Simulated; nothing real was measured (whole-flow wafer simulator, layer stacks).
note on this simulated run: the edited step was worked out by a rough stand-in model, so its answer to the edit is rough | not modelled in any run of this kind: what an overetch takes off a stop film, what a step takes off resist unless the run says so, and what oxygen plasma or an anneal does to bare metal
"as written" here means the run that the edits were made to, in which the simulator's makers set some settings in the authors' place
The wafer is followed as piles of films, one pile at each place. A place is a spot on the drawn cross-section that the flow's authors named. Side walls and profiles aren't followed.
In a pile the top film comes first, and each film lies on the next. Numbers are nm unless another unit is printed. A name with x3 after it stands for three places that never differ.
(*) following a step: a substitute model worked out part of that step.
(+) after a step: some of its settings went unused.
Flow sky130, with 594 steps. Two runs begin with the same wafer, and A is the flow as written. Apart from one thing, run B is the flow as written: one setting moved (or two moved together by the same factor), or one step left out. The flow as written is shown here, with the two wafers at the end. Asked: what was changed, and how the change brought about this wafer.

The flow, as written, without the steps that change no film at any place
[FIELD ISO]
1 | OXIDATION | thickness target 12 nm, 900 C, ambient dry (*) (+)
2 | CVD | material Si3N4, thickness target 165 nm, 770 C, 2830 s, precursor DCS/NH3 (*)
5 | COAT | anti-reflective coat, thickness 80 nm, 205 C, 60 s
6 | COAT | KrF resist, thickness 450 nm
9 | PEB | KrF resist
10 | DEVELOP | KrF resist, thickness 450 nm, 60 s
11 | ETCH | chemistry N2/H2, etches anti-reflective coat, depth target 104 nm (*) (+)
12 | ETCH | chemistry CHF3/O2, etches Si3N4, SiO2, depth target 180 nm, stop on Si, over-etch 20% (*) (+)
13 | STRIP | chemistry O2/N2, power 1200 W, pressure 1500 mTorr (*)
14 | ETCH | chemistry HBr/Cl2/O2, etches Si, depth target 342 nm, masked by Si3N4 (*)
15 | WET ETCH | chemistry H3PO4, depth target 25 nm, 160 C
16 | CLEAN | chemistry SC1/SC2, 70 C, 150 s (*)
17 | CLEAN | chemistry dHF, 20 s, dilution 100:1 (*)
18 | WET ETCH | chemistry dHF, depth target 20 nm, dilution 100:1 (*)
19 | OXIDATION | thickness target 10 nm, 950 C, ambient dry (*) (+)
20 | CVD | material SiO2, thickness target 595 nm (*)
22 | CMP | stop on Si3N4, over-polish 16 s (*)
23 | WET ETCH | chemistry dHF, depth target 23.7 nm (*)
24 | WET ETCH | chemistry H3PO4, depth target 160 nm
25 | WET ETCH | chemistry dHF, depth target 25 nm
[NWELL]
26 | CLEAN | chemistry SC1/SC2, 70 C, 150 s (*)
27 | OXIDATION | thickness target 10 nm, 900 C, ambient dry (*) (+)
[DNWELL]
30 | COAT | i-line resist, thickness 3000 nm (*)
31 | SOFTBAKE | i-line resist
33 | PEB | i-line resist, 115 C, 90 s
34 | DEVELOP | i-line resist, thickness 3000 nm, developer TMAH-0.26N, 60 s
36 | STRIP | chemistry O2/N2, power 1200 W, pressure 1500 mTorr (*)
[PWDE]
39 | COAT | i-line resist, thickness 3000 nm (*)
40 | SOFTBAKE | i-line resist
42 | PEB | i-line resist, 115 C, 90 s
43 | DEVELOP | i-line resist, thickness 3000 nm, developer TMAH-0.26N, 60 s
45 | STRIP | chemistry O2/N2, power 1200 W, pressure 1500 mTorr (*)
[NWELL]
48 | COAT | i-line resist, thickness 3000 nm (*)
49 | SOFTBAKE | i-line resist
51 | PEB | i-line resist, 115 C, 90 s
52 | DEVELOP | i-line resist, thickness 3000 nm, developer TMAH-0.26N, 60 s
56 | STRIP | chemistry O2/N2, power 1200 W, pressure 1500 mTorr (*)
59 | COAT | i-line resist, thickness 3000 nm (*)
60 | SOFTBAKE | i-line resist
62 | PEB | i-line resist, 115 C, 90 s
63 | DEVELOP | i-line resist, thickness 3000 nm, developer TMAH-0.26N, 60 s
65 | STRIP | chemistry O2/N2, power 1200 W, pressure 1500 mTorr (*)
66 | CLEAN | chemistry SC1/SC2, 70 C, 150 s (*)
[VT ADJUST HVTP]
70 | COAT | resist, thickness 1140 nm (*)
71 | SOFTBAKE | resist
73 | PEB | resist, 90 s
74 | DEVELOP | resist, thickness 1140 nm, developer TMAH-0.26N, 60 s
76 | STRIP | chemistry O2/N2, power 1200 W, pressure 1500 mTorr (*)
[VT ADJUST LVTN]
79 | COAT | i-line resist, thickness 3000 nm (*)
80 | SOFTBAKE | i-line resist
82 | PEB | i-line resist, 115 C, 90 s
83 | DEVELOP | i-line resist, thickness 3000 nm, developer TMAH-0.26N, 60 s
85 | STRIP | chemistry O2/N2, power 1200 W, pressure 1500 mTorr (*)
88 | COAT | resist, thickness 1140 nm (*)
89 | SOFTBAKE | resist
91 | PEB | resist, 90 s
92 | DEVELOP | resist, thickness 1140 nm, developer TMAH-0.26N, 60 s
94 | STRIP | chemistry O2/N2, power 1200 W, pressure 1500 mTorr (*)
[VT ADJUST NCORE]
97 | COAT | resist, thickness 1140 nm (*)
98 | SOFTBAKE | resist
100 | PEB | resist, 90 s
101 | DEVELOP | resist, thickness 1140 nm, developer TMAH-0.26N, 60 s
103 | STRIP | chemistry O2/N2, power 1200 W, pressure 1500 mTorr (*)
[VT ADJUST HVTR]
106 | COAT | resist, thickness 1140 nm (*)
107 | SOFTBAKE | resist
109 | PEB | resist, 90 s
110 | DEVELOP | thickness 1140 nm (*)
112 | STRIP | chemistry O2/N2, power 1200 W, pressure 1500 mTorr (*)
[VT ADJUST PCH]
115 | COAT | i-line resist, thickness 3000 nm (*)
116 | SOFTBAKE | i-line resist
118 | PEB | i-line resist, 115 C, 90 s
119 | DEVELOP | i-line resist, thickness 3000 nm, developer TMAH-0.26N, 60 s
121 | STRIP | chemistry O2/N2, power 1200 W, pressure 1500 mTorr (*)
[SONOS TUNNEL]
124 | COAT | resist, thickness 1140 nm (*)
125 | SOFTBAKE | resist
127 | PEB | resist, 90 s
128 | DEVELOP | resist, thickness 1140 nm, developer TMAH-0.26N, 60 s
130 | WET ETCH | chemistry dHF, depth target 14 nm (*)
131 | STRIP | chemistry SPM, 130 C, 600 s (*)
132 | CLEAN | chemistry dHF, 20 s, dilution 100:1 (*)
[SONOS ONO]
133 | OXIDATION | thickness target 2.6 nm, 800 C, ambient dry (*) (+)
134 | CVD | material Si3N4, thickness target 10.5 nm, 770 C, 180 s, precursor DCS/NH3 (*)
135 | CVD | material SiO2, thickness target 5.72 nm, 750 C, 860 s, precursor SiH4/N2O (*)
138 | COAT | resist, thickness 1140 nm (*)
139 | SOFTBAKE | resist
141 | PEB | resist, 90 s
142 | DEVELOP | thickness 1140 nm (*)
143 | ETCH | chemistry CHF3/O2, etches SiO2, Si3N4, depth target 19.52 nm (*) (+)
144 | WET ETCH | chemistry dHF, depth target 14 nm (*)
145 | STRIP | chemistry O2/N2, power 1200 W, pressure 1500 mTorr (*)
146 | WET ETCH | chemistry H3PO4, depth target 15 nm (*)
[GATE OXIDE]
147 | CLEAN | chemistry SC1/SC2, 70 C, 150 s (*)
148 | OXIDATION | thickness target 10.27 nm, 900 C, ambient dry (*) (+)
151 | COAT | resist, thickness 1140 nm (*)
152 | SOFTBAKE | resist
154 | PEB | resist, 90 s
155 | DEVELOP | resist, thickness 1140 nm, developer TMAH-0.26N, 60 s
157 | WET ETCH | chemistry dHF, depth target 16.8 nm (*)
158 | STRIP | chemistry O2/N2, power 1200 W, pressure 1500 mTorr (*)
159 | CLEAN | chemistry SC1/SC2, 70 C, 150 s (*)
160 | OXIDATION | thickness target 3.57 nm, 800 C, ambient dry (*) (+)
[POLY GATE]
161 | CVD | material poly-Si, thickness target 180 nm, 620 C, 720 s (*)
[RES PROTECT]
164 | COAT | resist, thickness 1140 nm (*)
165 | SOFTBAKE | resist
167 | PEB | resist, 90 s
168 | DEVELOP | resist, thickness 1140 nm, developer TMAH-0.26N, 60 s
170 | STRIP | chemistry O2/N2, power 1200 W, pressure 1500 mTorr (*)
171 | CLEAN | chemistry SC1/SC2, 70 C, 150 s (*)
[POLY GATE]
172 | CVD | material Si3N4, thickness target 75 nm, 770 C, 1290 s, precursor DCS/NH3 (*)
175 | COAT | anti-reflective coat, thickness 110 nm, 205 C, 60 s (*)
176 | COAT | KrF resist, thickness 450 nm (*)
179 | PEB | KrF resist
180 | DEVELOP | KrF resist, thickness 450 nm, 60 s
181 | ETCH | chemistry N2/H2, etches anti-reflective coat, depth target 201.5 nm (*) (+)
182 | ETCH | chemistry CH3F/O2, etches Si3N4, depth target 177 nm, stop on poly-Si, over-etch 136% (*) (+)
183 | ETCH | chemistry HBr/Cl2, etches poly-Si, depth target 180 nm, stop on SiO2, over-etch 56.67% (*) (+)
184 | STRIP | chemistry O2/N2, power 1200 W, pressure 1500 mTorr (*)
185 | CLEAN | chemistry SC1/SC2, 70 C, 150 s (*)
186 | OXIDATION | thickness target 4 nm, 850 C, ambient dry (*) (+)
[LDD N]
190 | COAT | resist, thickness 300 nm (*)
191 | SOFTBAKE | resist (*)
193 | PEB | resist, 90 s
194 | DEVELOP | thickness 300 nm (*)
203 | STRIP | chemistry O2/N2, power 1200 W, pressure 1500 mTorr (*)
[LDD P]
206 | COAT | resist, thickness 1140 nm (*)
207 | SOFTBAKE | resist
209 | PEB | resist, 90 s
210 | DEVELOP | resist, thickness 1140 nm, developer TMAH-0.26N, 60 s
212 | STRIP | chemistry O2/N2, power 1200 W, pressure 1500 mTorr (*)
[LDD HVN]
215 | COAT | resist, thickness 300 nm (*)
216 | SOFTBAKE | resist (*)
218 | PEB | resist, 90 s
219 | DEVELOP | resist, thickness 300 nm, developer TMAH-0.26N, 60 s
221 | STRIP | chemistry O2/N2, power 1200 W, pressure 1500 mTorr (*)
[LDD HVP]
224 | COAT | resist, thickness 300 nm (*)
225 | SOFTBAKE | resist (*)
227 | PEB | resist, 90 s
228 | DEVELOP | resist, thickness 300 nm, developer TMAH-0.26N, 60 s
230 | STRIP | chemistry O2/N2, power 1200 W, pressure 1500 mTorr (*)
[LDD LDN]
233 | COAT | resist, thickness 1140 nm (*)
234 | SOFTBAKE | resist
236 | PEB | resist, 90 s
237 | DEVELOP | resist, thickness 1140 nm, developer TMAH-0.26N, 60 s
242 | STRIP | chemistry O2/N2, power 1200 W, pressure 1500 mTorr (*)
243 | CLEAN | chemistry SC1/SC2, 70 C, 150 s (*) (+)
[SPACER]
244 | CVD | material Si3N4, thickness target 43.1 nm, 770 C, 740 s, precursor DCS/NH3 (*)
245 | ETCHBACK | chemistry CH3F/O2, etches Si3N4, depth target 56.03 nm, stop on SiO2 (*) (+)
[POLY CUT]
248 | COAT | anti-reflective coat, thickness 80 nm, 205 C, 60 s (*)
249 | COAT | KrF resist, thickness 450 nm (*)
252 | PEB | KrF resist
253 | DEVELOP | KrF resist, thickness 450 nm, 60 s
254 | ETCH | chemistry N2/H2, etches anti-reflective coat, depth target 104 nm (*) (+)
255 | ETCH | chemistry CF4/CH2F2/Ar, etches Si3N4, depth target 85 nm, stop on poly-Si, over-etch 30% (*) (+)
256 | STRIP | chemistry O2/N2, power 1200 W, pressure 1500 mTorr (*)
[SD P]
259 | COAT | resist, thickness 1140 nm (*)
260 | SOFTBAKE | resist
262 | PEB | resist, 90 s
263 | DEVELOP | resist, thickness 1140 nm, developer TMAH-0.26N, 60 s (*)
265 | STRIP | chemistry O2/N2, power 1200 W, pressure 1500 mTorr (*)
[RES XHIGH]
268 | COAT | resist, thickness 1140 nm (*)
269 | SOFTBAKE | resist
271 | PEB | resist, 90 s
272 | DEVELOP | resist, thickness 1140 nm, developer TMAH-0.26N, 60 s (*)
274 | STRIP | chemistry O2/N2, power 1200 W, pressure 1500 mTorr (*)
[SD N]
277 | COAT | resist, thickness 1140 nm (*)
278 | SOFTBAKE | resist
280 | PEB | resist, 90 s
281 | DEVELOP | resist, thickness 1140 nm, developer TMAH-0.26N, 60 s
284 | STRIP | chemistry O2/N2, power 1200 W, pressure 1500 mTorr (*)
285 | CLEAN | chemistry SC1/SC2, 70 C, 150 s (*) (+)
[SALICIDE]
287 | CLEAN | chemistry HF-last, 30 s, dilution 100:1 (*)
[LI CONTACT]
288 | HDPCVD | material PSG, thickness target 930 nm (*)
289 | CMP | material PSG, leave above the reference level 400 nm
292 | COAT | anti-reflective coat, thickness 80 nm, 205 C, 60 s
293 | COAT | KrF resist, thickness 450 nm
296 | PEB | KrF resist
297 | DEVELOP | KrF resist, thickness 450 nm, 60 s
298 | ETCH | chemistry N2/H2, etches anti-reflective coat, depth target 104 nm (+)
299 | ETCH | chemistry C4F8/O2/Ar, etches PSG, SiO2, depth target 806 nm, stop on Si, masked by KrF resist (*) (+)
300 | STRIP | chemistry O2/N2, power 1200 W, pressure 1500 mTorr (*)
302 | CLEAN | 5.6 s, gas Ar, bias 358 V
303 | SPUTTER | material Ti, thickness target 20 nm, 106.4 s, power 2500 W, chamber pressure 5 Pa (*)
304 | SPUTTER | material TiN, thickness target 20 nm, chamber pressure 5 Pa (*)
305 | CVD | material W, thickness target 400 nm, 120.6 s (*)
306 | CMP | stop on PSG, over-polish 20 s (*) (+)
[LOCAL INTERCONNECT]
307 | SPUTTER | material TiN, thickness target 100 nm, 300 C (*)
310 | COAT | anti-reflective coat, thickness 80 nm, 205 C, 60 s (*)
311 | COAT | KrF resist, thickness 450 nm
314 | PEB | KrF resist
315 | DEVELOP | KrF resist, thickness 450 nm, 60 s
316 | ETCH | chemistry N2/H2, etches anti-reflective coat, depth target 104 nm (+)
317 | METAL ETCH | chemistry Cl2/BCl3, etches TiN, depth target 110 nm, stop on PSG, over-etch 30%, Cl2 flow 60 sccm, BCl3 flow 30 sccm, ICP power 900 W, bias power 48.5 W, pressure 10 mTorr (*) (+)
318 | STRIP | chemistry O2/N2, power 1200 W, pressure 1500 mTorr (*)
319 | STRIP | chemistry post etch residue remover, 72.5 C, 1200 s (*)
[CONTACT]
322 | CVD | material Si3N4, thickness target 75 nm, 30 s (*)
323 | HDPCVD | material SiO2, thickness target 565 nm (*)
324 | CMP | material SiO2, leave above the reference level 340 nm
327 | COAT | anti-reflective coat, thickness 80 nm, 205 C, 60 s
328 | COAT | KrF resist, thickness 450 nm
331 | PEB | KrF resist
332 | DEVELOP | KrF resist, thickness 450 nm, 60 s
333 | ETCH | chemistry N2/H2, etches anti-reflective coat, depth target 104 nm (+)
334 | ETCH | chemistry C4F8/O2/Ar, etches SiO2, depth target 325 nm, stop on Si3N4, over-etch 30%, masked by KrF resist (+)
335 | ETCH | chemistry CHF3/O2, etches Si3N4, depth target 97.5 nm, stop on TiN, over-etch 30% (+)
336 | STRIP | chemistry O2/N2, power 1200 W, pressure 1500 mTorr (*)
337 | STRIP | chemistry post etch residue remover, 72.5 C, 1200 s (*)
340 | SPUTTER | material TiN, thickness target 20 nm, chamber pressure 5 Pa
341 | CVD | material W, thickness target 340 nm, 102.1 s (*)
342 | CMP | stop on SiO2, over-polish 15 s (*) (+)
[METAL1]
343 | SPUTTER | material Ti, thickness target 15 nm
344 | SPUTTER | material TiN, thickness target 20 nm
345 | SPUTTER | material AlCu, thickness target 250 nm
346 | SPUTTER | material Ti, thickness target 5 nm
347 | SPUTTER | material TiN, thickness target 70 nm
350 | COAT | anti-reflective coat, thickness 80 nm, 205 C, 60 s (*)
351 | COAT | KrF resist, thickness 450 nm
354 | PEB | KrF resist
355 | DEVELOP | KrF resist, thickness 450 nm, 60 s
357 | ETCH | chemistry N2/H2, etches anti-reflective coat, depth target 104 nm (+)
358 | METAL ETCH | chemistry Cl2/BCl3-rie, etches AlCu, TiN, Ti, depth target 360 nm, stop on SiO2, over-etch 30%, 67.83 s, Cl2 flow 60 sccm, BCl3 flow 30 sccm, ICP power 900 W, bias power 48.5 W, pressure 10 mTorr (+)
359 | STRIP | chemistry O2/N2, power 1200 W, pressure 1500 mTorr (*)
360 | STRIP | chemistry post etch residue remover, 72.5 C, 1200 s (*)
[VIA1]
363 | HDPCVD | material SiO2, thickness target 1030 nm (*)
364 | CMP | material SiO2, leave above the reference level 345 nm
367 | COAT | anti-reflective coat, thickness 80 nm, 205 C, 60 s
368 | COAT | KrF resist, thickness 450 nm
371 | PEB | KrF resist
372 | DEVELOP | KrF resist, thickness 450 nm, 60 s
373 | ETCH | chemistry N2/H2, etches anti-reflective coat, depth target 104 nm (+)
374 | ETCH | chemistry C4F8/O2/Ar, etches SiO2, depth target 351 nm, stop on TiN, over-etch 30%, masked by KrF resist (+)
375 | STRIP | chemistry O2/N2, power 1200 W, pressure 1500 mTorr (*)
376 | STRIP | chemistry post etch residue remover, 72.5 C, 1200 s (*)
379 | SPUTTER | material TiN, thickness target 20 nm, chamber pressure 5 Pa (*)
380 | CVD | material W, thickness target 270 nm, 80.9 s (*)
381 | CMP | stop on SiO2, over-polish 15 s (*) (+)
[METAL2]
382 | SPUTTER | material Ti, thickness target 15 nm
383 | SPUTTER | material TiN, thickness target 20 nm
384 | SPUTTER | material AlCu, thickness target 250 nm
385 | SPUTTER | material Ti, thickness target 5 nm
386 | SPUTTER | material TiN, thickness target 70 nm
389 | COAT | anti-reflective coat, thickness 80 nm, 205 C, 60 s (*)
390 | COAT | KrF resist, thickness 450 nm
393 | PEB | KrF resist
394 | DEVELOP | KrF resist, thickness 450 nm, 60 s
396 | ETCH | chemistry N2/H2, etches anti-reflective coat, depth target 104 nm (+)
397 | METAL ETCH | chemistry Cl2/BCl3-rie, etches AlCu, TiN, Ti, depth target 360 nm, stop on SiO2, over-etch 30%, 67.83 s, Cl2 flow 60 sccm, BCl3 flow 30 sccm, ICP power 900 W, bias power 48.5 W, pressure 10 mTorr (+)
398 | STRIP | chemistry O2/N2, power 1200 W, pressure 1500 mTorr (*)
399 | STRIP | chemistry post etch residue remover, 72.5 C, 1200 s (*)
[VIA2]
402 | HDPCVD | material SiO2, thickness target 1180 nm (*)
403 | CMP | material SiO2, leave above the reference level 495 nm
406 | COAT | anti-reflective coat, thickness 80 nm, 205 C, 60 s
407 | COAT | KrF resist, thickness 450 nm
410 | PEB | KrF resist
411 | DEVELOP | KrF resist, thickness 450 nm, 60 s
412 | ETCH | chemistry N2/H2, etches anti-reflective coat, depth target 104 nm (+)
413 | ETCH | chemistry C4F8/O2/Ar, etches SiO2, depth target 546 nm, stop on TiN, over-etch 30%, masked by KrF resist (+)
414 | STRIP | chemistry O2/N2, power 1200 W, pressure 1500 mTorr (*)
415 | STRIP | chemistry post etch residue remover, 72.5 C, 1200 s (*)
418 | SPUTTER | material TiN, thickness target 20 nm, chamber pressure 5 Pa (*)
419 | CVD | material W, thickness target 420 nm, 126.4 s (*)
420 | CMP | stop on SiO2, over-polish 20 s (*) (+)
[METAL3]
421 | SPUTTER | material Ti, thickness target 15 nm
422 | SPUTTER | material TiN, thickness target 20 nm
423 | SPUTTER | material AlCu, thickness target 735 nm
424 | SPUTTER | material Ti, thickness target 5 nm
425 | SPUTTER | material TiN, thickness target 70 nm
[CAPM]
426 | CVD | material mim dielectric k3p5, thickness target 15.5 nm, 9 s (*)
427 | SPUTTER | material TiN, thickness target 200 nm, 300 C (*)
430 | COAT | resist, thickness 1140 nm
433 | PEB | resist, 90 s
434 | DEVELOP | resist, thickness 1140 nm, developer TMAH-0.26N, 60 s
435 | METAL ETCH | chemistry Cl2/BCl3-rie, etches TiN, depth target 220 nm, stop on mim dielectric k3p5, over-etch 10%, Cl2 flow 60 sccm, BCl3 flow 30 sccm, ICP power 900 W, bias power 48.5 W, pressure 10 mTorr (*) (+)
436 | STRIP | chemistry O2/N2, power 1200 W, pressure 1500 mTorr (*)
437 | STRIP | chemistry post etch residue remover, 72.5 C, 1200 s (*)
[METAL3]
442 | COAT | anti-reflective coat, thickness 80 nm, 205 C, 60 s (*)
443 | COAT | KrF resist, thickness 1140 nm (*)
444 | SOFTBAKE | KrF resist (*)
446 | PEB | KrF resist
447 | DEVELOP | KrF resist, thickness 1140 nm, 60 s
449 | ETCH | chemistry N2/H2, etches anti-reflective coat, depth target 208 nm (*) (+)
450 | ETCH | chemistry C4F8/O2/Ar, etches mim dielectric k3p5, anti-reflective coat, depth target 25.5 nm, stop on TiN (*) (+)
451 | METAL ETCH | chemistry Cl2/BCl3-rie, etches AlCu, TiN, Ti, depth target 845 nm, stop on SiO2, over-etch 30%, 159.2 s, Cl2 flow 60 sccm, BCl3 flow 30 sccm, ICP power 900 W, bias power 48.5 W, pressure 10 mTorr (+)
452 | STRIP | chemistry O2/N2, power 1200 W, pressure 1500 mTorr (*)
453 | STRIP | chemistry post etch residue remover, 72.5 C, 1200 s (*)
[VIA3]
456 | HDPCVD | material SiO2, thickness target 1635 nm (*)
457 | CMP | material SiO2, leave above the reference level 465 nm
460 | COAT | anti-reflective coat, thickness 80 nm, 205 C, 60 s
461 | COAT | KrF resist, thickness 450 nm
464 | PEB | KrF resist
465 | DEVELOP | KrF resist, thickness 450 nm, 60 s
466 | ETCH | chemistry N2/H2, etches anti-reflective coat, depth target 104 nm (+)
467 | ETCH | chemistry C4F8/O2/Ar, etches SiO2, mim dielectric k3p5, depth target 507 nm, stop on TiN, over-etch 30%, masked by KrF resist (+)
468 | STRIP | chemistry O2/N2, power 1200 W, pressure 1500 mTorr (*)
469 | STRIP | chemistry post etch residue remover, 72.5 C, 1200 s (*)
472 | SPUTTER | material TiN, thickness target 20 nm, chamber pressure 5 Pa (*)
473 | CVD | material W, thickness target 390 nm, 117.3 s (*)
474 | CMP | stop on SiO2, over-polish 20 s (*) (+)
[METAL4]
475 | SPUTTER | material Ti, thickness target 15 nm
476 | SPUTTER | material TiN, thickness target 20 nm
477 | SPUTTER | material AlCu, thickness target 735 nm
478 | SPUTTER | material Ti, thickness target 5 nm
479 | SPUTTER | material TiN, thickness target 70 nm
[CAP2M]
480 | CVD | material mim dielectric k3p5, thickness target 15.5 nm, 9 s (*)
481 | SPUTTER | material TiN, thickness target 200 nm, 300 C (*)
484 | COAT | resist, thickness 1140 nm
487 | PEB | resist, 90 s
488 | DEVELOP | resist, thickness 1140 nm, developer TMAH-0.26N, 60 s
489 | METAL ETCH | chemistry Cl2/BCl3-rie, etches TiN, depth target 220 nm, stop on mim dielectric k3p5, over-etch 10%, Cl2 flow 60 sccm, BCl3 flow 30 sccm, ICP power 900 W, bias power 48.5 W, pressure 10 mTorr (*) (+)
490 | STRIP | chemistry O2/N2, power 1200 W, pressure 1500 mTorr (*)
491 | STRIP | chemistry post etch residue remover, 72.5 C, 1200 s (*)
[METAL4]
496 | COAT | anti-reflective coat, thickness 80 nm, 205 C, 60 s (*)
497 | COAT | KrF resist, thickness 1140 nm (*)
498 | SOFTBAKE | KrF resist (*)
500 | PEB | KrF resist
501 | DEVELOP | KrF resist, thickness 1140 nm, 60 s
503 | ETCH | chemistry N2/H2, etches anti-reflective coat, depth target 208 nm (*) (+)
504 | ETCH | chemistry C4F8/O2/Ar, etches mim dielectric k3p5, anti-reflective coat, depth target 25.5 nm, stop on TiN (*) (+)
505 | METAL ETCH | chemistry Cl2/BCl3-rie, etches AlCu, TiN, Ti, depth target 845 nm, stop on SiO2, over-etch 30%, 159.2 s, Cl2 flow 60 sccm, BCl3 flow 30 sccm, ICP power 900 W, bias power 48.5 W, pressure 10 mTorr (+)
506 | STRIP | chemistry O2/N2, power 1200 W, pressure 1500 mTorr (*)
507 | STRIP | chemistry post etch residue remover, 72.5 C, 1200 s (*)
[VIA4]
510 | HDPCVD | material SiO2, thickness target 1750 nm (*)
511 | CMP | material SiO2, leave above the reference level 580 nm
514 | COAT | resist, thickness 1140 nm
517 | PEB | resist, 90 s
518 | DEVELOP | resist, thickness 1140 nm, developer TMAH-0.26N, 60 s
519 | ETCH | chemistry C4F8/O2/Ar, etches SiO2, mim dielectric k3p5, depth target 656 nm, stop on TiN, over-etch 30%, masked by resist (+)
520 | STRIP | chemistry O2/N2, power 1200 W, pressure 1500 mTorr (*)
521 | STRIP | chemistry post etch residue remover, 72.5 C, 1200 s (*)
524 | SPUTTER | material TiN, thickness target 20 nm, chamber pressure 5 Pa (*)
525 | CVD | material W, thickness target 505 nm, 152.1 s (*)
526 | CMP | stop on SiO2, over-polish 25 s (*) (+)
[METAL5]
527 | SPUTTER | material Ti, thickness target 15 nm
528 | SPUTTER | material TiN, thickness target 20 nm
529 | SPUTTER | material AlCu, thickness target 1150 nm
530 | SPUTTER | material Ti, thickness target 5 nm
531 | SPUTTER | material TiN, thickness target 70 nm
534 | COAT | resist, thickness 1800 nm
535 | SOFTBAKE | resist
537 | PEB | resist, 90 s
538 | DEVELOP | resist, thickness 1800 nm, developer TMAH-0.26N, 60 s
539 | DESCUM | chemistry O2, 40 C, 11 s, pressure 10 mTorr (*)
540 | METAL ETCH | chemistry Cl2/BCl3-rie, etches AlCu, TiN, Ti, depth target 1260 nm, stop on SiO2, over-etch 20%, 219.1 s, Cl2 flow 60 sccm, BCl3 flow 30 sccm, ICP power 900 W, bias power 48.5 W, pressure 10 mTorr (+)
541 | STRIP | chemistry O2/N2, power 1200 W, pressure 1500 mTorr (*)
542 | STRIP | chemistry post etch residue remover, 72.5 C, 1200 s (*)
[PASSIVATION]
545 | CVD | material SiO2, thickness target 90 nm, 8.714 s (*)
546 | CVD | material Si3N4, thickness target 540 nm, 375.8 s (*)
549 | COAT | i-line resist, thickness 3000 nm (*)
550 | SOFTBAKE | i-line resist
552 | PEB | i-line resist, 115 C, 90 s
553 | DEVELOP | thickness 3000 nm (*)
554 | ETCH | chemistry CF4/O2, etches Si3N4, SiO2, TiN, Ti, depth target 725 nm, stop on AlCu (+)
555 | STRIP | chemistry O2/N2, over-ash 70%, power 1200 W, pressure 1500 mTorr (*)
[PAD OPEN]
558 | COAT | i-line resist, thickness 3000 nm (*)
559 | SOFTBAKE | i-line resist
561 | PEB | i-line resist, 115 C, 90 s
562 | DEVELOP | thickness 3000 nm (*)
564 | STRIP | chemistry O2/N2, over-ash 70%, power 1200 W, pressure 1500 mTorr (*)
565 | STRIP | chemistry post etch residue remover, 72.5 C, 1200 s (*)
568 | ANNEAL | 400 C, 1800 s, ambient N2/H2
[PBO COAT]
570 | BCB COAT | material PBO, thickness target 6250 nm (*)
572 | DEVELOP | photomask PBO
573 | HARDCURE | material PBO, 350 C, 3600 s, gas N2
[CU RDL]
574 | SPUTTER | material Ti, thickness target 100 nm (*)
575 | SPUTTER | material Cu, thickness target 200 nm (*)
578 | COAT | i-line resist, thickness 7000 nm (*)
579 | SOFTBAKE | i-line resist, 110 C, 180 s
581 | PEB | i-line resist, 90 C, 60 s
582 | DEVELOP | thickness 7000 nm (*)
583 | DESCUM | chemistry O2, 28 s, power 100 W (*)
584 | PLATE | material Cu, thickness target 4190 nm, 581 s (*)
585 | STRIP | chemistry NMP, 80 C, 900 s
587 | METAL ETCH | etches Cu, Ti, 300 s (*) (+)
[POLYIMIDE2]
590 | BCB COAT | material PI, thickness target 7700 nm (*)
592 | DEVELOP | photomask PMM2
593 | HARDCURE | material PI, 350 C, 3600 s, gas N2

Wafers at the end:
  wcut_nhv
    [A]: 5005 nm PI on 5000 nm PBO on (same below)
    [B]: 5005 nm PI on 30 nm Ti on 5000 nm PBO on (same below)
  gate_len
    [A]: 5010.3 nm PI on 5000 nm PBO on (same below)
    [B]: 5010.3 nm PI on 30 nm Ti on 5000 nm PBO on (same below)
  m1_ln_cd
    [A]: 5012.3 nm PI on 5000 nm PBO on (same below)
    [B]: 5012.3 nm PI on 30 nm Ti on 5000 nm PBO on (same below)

Cause: step 575, SPUTTER: thickness target 320 nm was run, while the flow as written has thickness target 200 nm.

The path from the change to this, step by step:
  575 | SPUTTER | material Cu, thickness target 200 nm (*)
      field, active, n_well and 190 more: A Cu gains 200 (new film) | B Cu gains 320 (new film)
  579 | SOFTBAKE | i-line resist, 110 C, 180 s
      active: A i-line resist gains 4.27 | B i-line resist loses 4.13
  587 | METAL ETCH | etches Cu, Ti, 300 s (*) (+)
      field, active, gate and 167 more: A Cu loses 200 (all of it), Ti loses 100 (all of it) | B Cu loses 320 (all of it), Ti loses 70
  590 | BCB COAT | material PI, thickness target 7700 nm (*)
      n_well, p_well, sd_n, sd_p: A PI gains 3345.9 (new film) | B PI gains 3255.9 (new film)
      mim: A PI gains 3640.8 (new film) | B PI gains 3555.1 (new film)
      (as well as at 14 more places)
  593 | HARDCURE | material PI, 350 C, 3600 s, gas N2
      n_well, p_well, sd_n, sd_p: A PI loses 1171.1 | B PI loses 1139.6
Taking metal films that touch as one body, wcut_nhv has 6 bodies (between them, from the top down: PBO 5000 / Si3N4 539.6 / SiO2 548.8 / mim dielectric k3p5 15.5; SiO2 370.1 / mim dielectric k3p5 15.5; SiO2 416; SiO2 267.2; SiO2 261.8 / Si3N4 75); the flow as written gives 5 bodies (between them, from the top down: SiO2 370.1 / mim dielectric k3p5 15.5; SiO2 416; SiO2 267.2; SiO2 261.8 / Si3N4 75).
Taking metal films that touch as one body, gate_len has 1 body; the flow as written gives 0 bodies.
Taking metal films that touch as one body, m1_ln_cd has 2 bodies (between them, from the top down: PBO 5000 / Si3N4 539.6 / SiO2 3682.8); the flow as written gives 1 body.
